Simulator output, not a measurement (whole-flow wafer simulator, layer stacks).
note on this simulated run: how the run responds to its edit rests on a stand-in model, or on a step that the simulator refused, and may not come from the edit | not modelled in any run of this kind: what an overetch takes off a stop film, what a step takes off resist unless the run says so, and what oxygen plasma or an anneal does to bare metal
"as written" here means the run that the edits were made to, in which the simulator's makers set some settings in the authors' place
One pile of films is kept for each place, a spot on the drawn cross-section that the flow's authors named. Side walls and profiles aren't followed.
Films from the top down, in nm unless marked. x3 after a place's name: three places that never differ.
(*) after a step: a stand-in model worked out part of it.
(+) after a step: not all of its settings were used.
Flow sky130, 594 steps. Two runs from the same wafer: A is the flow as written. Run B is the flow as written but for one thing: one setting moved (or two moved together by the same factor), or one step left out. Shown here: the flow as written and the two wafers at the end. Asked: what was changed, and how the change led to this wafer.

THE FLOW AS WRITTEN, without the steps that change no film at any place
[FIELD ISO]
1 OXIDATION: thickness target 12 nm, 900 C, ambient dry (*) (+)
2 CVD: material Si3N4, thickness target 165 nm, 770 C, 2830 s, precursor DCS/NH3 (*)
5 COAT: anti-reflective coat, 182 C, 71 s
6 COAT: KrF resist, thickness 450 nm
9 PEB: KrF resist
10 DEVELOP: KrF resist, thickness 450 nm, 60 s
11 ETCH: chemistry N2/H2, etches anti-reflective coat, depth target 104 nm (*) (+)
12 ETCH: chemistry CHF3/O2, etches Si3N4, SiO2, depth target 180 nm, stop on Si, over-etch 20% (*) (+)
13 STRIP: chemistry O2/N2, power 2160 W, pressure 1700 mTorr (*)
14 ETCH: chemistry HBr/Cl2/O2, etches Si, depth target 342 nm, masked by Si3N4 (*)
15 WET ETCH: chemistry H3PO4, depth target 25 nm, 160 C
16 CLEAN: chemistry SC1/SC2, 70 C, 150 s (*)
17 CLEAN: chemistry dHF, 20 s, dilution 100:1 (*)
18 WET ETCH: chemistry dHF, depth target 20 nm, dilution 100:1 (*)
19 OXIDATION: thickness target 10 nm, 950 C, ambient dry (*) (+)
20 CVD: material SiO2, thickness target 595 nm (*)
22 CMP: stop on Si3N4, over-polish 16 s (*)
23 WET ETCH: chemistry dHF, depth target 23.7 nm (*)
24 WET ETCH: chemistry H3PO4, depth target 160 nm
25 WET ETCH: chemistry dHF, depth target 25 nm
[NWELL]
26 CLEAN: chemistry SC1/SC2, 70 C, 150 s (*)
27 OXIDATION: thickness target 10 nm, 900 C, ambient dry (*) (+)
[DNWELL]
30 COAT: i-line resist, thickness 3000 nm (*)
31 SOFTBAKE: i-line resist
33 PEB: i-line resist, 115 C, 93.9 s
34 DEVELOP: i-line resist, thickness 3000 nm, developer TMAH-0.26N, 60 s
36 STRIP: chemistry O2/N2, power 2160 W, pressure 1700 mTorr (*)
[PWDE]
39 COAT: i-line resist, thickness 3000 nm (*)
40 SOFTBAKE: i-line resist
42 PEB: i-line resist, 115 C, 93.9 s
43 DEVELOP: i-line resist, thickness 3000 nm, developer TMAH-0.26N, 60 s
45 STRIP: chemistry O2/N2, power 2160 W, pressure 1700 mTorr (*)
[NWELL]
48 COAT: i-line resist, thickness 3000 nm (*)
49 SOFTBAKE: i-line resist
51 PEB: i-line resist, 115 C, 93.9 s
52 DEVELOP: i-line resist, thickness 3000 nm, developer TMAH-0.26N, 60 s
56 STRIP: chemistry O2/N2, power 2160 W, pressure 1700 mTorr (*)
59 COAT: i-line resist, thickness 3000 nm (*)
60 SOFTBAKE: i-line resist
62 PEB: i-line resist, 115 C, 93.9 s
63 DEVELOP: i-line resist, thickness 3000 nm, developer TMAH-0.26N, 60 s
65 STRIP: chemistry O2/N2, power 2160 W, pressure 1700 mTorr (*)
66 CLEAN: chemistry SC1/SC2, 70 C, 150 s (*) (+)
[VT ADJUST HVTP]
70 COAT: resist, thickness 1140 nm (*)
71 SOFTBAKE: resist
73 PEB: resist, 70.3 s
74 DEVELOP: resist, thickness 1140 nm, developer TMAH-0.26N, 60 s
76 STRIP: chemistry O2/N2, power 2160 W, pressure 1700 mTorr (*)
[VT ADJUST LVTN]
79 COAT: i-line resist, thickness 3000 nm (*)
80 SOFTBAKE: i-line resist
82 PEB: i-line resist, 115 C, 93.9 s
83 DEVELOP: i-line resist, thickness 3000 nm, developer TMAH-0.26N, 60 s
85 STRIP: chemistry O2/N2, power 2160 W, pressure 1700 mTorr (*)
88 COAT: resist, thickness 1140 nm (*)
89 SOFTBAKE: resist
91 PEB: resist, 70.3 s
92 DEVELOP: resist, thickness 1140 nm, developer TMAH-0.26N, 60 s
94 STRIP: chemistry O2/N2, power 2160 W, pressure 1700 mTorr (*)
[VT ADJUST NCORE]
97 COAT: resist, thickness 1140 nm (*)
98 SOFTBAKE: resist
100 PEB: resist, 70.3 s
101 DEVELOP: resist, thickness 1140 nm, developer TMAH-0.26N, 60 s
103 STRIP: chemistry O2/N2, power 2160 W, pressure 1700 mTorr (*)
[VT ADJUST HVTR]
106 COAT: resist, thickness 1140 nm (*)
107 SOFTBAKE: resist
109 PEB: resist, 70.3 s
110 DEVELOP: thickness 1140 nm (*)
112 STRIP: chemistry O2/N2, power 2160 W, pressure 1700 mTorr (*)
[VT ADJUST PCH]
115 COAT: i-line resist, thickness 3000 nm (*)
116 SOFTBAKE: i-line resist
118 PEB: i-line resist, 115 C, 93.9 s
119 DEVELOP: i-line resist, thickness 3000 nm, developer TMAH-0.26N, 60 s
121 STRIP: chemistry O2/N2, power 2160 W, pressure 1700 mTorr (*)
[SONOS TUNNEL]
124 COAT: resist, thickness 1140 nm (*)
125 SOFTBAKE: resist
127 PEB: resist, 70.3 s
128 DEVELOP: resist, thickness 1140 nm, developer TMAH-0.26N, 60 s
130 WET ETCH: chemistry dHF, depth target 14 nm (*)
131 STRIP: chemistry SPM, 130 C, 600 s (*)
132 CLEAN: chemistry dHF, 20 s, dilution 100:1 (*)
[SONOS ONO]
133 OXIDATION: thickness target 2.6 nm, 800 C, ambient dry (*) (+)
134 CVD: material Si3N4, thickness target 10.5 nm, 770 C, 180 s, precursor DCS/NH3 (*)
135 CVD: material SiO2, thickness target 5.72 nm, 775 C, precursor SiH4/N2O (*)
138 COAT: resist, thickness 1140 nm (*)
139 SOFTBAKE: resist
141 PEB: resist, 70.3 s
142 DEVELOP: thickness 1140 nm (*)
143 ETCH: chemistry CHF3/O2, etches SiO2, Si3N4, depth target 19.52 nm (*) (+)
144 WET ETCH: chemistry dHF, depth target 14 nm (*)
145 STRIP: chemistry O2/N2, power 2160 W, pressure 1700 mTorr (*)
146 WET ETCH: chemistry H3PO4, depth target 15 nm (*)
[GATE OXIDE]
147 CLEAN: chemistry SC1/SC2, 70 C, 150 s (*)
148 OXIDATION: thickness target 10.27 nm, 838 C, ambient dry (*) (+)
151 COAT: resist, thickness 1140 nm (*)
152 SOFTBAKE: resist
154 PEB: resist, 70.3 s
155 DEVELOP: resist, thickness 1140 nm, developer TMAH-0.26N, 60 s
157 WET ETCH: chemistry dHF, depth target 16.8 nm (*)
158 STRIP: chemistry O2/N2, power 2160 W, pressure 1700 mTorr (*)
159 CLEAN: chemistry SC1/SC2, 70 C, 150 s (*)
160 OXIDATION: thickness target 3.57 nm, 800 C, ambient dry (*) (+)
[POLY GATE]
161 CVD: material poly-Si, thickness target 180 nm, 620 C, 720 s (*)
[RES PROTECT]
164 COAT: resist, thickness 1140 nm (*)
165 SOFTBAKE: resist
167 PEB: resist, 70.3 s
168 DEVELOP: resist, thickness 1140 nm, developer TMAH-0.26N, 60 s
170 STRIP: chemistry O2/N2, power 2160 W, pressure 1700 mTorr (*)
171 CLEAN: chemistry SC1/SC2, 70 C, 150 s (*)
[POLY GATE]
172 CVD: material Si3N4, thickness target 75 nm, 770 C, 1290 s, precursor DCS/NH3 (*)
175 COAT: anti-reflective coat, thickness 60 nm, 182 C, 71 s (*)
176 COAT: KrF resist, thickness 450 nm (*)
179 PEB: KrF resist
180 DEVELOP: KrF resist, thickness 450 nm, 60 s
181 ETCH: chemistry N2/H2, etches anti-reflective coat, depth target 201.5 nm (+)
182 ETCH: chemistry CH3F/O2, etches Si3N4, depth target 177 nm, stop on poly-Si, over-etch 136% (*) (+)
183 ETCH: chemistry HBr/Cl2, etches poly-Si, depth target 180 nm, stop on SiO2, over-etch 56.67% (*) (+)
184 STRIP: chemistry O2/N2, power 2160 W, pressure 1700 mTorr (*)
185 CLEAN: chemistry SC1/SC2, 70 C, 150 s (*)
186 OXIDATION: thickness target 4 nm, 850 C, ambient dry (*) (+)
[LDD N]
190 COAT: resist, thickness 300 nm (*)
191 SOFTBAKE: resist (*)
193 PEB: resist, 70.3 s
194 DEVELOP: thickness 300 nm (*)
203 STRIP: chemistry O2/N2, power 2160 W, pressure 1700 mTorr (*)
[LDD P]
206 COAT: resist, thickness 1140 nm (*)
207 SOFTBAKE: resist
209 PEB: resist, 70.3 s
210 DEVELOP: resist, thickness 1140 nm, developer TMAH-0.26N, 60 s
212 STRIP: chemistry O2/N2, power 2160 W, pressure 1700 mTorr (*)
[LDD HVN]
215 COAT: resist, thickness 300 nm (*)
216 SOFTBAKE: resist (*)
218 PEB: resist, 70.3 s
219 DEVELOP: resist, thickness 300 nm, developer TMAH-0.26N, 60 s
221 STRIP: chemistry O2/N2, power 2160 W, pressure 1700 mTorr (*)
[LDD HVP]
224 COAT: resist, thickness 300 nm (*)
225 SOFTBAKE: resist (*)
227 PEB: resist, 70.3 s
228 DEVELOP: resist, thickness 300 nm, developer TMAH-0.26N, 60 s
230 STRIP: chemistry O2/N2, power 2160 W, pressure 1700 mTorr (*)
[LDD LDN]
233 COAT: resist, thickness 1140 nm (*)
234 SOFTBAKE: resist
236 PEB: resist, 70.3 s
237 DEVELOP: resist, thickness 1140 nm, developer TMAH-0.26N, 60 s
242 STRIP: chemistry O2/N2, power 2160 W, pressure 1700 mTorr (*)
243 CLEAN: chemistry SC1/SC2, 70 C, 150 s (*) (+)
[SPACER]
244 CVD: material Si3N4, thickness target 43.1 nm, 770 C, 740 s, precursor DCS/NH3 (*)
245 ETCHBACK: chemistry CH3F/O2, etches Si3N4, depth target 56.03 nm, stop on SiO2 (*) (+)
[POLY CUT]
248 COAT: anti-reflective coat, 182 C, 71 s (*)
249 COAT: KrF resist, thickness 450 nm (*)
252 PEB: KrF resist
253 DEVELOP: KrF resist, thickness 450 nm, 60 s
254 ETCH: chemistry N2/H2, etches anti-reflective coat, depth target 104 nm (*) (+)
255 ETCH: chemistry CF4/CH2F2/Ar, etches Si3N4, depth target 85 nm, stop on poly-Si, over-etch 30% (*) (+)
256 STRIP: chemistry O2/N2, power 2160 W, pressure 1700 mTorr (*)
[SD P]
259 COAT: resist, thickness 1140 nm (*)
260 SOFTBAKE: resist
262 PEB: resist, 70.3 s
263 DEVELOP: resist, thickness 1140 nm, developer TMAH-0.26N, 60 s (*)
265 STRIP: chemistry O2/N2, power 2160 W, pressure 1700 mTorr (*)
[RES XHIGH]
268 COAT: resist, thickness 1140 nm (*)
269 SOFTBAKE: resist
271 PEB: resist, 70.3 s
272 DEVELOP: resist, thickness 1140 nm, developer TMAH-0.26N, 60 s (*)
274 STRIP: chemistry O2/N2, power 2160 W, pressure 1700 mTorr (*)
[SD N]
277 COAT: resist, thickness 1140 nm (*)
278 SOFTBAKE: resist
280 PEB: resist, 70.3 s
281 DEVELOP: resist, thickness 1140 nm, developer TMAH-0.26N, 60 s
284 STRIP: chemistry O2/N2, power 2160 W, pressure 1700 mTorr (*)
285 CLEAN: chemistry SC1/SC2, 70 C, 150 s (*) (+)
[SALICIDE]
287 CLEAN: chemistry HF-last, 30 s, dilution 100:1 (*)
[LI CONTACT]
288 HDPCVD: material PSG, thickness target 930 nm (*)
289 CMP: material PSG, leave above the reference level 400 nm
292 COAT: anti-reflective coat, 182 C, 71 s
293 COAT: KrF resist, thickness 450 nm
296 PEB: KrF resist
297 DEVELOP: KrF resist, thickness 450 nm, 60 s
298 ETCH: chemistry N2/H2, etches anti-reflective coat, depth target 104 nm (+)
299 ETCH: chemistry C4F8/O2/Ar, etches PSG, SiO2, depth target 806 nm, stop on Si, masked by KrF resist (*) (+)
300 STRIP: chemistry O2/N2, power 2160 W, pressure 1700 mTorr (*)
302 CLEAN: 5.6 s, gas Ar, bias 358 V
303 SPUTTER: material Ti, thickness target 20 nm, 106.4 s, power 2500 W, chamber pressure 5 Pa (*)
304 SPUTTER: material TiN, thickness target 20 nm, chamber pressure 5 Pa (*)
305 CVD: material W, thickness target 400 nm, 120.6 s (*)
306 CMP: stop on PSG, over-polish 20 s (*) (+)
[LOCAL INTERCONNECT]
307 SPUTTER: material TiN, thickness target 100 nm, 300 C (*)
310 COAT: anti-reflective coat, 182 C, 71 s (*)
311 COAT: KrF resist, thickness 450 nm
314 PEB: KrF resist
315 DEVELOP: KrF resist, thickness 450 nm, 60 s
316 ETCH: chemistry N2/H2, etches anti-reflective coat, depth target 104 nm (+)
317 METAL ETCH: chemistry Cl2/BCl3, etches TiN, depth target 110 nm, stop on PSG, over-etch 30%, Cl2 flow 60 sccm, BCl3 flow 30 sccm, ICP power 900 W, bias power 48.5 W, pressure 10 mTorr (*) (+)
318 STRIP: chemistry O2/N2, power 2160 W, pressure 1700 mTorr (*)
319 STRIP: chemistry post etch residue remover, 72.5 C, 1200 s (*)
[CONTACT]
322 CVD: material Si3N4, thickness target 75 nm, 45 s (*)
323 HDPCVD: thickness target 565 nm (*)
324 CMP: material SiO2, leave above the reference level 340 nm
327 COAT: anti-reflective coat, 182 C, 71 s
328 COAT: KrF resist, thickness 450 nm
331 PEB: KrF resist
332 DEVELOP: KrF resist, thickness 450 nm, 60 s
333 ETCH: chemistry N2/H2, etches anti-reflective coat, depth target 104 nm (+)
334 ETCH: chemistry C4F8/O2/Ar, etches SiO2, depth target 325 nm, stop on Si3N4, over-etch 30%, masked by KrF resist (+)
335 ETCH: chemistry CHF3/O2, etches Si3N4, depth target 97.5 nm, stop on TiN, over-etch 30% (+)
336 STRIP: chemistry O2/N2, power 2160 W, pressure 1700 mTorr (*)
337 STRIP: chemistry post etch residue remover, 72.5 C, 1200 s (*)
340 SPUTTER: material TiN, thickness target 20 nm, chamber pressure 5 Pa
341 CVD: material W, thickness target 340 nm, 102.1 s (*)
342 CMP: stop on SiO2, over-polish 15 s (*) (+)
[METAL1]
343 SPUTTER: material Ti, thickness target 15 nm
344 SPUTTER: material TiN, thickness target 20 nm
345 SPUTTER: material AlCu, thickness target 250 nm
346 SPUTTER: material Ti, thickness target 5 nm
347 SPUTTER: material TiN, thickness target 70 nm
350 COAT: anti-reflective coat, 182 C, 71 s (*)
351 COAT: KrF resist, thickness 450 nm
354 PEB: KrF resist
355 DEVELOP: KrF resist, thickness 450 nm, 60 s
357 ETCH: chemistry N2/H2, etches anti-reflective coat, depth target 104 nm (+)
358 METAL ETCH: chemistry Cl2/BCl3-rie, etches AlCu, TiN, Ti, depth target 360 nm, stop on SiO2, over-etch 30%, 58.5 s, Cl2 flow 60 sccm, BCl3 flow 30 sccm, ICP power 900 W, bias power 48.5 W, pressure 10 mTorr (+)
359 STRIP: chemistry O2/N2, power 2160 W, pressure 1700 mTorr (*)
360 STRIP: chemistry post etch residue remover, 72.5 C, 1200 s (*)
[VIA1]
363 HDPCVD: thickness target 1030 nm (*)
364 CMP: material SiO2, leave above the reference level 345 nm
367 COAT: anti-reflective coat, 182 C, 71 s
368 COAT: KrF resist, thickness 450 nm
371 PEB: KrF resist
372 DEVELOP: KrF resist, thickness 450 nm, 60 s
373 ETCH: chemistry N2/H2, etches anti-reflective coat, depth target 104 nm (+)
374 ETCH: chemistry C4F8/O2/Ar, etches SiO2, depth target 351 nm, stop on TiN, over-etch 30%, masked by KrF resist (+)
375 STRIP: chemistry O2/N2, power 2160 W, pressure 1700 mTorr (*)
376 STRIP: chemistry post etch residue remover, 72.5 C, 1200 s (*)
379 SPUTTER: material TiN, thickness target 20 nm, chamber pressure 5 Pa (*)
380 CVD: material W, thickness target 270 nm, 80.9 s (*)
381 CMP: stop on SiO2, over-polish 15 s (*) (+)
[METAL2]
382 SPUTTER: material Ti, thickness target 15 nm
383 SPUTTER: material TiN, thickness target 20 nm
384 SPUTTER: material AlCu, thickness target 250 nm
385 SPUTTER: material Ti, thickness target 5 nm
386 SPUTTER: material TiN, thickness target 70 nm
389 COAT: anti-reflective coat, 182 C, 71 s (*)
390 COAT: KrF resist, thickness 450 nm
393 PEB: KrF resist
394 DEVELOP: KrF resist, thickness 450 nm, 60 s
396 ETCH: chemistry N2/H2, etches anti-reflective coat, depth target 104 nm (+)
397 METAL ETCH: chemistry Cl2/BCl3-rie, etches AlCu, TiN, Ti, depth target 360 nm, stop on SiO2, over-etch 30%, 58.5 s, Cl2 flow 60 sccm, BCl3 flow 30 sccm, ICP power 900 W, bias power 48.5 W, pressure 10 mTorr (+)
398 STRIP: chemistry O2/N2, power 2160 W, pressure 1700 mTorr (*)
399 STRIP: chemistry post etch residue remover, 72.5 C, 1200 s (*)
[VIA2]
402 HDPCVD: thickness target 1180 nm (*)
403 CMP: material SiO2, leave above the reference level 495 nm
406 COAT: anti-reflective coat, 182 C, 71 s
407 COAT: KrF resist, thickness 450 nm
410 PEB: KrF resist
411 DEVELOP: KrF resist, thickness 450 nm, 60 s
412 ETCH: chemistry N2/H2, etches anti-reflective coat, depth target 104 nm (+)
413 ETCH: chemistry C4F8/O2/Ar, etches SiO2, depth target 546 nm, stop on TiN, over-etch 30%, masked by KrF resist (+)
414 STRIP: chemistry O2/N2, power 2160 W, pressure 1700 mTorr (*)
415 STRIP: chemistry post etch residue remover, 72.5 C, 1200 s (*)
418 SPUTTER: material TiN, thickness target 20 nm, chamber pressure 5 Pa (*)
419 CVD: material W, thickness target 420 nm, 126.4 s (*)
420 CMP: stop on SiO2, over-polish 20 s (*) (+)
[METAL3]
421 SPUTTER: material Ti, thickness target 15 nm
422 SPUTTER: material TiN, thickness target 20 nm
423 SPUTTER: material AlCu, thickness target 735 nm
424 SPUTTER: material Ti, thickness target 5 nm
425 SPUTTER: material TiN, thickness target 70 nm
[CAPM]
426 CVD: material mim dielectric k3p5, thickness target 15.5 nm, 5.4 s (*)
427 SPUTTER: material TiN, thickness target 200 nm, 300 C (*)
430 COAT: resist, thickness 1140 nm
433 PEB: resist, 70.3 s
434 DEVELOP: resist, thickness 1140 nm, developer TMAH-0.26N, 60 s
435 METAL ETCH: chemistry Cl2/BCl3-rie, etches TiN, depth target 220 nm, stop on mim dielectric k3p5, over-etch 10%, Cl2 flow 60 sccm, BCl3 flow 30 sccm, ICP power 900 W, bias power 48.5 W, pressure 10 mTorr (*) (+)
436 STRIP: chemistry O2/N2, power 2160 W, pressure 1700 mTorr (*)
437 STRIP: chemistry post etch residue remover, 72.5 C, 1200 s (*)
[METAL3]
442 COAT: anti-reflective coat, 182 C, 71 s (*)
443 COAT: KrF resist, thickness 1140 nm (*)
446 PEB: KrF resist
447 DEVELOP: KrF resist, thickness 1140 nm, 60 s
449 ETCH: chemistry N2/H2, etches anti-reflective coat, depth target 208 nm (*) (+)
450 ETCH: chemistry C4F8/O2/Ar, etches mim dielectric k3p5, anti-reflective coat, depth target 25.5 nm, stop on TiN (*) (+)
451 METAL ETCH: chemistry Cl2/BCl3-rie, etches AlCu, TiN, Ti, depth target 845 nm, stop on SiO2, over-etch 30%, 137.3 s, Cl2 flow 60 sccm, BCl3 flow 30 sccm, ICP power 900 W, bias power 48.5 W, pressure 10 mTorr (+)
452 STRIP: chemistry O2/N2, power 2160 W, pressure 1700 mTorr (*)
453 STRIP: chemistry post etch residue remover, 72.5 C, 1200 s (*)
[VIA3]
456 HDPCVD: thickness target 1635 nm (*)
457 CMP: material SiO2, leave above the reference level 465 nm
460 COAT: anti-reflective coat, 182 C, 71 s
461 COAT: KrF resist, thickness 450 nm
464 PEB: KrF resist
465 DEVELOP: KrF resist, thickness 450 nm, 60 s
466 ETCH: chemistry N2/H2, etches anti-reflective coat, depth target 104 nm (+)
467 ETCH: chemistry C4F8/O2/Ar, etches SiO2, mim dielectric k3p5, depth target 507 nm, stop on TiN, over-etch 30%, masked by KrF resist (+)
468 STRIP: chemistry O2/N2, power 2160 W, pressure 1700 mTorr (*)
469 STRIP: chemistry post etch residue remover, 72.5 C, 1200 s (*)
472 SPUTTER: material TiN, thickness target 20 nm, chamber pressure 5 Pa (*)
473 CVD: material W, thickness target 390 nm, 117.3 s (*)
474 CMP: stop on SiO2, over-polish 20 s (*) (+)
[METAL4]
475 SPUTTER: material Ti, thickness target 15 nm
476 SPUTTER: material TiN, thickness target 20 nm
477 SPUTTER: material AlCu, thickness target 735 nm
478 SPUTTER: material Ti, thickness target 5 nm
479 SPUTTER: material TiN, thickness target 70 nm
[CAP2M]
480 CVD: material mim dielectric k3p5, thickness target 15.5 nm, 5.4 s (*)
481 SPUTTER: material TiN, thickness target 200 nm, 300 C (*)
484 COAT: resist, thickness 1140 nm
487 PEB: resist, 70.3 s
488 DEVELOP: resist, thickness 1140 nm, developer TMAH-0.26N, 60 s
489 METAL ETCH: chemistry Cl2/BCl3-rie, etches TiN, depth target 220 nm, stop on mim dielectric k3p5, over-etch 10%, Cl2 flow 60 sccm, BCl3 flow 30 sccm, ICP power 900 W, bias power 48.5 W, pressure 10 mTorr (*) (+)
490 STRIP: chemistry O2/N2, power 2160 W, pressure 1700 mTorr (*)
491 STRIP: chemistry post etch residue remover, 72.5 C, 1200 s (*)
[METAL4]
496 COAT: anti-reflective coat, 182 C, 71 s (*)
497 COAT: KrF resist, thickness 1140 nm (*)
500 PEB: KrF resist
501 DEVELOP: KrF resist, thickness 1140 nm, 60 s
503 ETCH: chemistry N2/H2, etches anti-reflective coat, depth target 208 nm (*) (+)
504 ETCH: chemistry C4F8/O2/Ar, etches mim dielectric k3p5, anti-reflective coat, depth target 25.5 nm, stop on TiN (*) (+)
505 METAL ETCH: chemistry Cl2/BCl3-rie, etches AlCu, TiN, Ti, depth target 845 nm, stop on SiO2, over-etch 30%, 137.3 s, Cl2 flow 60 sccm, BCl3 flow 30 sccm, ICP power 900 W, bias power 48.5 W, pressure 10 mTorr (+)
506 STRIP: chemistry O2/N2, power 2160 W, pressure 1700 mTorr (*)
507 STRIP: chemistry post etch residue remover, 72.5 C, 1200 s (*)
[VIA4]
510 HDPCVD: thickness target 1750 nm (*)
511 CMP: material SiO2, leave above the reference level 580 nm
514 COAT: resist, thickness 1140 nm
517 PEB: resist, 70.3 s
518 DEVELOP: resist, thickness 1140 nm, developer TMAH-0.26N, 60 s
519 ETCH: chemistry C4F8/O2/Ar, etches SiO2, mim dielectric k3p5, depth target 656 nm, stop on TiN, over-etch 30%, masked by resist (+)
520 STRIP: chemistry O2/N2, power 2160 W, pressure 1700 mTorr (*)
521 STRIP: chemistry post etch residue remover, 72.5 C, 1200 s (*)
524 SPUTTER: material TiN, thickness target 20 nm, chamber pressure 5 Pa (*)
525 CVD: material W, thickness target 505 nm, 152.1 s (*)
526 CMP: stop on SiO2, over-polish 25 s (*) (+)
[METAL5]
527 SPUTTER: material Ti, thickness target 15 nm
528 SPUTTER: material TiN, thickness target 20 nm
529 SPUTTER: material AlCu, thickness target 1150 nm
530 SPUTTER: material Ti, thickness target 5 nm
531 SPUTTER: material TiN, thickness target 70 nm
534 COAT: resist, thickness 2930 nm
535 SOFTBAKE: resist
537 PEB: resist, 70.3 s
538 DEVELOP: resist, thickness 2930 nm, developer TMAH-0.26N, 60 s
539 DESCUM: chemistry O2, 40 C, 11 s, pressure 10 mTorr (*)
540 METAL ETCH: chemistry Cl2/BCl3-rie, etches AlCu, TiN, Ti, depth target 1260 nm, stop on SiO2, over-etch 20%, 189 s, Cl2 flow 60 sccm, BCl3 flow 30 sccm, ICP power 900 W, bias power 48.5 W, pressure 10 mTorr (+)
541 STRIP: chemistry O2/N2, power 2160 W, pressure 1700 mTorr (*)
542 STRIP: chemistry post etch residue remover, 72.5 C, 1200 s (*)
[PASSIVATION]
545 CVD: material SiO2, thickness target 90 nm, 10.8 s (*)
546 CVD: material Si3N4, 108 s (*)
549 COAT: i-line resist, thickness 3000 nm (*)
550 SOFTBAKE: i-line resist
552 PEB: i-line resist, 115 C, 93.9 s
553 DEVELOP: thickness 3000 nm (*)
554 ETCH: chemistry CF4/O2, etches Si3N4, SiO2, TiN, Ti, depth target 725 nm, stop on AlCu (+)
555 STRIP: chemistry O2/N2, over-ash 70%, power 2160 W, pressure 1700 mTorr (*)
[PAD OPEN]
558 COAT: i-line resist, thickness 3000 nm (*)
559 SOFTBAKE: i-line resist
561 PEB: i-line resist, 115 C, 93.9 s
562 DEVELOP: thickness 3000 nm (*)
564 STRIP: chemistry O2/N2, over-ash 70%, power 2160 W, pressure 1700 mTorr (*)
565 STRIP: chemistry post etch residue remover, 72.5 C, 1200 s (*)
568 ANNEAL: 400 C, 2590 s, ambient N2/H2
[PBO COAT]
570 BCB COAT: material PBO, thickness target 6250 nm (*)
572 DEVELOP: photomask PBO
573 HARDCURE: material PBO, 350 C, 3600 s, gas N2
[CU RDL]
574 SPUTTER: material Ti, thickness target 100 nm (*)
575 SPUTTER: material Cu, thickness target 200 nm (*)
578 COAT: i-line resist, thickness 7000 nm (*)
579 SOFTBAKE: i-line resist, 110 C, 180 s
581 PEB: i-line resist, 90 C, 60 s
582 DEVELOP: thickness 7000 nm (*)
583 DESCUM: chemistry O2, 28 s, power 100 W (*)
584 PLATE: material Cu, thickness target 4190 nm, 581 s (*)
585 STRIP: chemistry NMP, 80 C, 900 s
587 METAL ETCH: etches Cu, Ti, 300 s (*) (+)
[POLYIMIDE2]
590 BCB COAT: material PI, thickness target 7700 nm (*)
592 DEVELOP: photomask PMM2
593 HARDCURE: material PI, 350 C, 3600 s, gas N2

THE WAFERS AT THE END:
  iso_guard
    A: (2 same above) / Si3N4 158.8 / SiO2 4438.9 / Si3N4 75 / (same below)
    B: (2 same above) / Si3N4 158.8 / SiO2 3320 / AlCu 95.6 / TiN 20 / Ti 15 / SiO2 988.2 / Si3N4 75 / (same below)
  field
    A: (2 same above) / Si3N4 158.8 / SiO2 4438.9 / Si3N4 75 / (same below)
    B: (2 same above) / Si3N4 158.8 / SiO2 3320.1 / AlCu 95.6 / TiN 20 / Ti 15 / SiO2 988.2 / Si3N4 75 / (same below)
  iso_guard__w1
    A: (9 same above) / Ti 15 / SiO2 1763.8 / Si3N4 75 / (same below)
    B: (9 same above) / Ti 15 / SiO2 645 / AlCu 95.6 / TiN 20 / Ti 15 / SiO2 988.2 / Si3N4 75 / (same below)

The cause: step 397, METAL ETCH: depth target 171 nm was run, where the flow has depth target 360 nm; step 397, METAL ETCH: 27.8 s was run, where the flow has 58.5 s.

How the change led to this, step by step:
  397 METAL ETCH: chemistry Cl2/BCl3-rie, etches AlCu, TiN, Ti, depth target 360 nm, stop on SiO2, over-etch 30%, 58.5 s, Cl2 flow 60 sccm, BCl3 flow 30 sccm, ICP power 900 W, bias power 48.5 W, pressure 10 mTorr (+)
      field, active, gate and 82 more: A TiN -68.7 (all of it), Ti -5 (all of it), AlCu -250 (all of it), TiN -20 (all of it), Ti -15 (all of it), SiO2 -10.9 | B TiN -68.7 (all of it), Ti -5 (all of it), AlCu -148.6
      n_well, p_well, sd_n and 87 more: A KrF resist -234 | B KrF resist -111.1
      (and at 16 more places)
  398 STRIP: chemistry O2/N2, power 2160 W, pressure 1700 mTorr (*)
      gate_hv, mim, dice_street and 96 more: A KrF resist -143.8 (all of it), anti-reflective coat -80 (all of it) | B KrF resist -266.7 (all of it), anti-reflective coat -80 (all of it)
      n_well, p_well, sd_n, sd_p, pad: A KrF resist -143.8 (all of it), anti-reflective coat -80 (all of it) | B KrF resist -266.6 (all of it), anti-reflective coat -80 (all of it)
      (and at 2 more places)
  399 STRIP: chemistry post etch residue remover, 72.5 C, 1200 s (*)
      field, active, gate and 82 more: A nothing | B AlCu -5.72
  402 HDPCVD: thickness target 1180 nm (*)
      field, active, gate and 82 more: A SiO2 +1180 | B SiO2 +1180 (new film)
  403 CMP: material SiO2, leave above the reference level 495 nm
      field, active, gate and 82 more: A SiO2 -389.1 | B SiO2 -530.6
Counting metal films that touch as one body, iso_guard has 1 body; the flow as written gives 0 bodies.
Counting metal films that touch as one body, field has 1 body; the flow as written gives 0 bodies.
Counting metal films that touch as one body, iso_guard__w1 has 2 bodies (between them, from the top down: SiO2 645); the flow as written gives 1 body.
